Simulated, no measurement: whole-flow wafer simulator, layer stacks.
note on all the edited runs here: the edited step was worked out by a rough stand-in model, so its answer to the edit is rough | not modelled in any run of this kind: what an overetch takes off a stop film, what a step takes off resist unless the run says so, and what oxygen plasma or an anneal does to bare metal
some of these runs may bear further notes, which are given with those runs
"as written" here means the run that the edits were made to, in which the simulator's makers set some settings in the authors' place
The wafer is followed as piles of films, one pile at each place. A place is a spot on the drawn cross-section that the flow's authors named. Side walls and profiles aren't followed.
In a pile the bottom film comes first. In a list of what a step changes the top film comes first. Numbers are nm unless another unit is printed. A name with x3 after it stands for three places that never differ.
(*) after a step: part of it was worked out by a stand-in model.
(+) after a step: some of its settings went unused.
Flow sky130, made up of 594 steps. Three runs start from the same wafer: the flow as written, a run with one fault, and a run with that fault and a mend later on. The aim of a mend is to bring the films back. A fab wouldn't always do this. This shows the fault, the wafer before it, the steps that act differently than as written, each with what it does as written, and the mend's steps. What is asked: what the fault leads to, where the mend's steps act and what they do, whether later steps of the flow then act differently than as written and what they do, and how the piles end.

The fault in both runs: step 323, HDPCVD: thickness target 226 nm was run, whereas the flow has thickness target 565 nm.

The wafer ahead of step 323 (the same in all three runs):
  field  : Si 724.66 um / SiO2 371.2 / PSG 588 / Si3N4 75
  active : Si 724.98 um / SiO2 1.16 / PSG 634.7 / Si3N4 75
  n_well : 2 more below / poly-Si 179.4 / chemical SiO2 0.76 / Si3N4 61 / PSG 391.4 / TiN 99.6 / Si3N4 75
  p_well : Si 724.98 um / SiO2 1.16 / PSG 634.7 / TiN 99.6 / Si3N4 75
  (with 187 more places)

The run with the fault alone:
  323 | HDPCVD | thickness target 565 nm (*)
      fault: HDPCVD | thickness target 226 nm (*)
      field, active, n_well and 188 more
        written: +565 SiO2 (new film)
        fault: +226 SiO2 (new film)
  Steps later in the flow that act otherwise than as written (27 more steps, not shown, differ only slightly: by at most 2% or 0.5 nm, whichever is larger):
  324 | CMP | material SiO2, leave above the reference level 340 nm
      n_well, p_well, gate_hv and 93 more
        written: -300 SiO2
        fault: nothing
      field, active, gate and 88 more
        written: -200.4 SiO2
        fault: nothing
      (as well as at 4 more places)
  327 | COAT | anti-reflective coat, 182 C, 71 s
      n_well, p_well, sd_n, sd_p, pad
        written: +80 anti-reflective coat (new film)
        fault: +3 anti-reflective coat (new film)
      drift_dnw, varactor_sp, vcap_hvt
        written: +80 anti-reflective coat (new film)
        fault: +65.7 anti-reflective coat (new film)
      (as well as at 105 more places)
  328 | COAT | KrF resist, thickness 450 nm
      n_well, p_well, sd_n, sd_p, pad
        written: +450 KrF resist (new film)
        fault: +434.1 KrF resist (new film)
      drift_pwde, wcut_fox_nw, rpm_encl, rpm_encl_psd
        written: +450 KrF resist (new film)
        fault: +438.9 KrF resist (new film)
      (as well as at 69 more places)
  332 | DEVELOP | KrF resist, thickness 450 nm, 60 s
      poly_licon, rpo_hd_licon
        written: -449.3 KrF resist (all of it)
        fault: -435.9 KrF resist (all of it)
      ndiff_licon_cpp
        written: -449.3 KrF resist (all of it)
        fault: -436.7 KrF resist (all of it)
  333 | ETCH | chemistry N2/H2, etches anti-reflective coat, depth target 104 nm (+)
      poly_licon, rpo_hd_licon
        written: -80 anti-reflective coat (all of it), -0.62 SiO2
        fault: -3.73 anti-reflective coat (all of it), -2.57 SiO2
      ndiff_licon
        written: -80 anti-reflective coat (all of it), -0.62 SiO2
        fault: -45.1 anti-reflective coat (all of it), -1.51 SiO2
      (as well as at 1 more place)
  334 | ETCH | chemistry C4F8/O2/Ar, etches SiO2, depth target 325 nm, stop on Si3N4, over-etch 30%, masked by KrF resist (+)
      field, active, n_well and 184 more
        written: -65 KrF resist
        fault: -58.4 KrF resist
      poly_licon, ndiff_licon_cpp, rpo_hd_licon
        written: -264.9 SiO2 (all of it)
        fault: -223.4 SiO2 (all of it)
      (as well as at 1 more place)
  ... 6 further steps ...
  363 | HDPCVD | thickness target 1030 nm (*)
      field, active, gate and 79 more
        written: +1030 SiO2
        fault: +1030 SiO2 (new film)
  By the end, the piles at field, active, n_well and 188 more depart from the flow's by more than 2% or 0.5 nm, whichever is larger.
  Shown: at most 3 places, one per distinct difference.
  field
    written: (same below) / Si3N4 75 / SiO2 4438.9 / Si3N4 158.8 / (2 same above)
    fault: (same below) / Si3N4 75 / SiO2 226 / TiN 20 / W 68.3 / SiO2 4085.6 / Si3N4 158.8 / (2 same above)
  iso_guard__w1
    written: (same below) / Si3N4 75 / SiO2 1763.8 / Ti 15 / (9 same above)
    fault: (same below) / Si3N4 75 / SiO2 226 / TiN 20 / W 68.3 / SiO2 1410.5 / Ti 15 / (9 same above)
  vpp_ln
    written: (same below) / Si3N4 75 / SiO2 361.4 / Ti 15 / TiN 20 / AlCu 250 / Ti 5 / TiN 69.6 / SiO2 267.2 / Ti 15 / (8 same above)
    fault: (same below) / Si3N4 75 / SiO2 226 / TiN 20 / W 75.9 / Ti 15 / TiN 20 / AlCu 250 / Ti 5 / TiN 69.6 / SiO2 267.8 / Ti 15 / (8 same above)

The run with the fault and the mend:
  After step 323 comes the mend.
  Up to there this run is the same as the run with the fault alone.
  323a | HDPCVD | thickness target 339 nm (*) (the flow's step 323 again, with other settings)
      field, active, n_well and 188 more
        +339 SiO2
  Every later step of the flow that is run acts as written at every place that is followed.
  At every place that both follow, the piles at the end match the flow's.
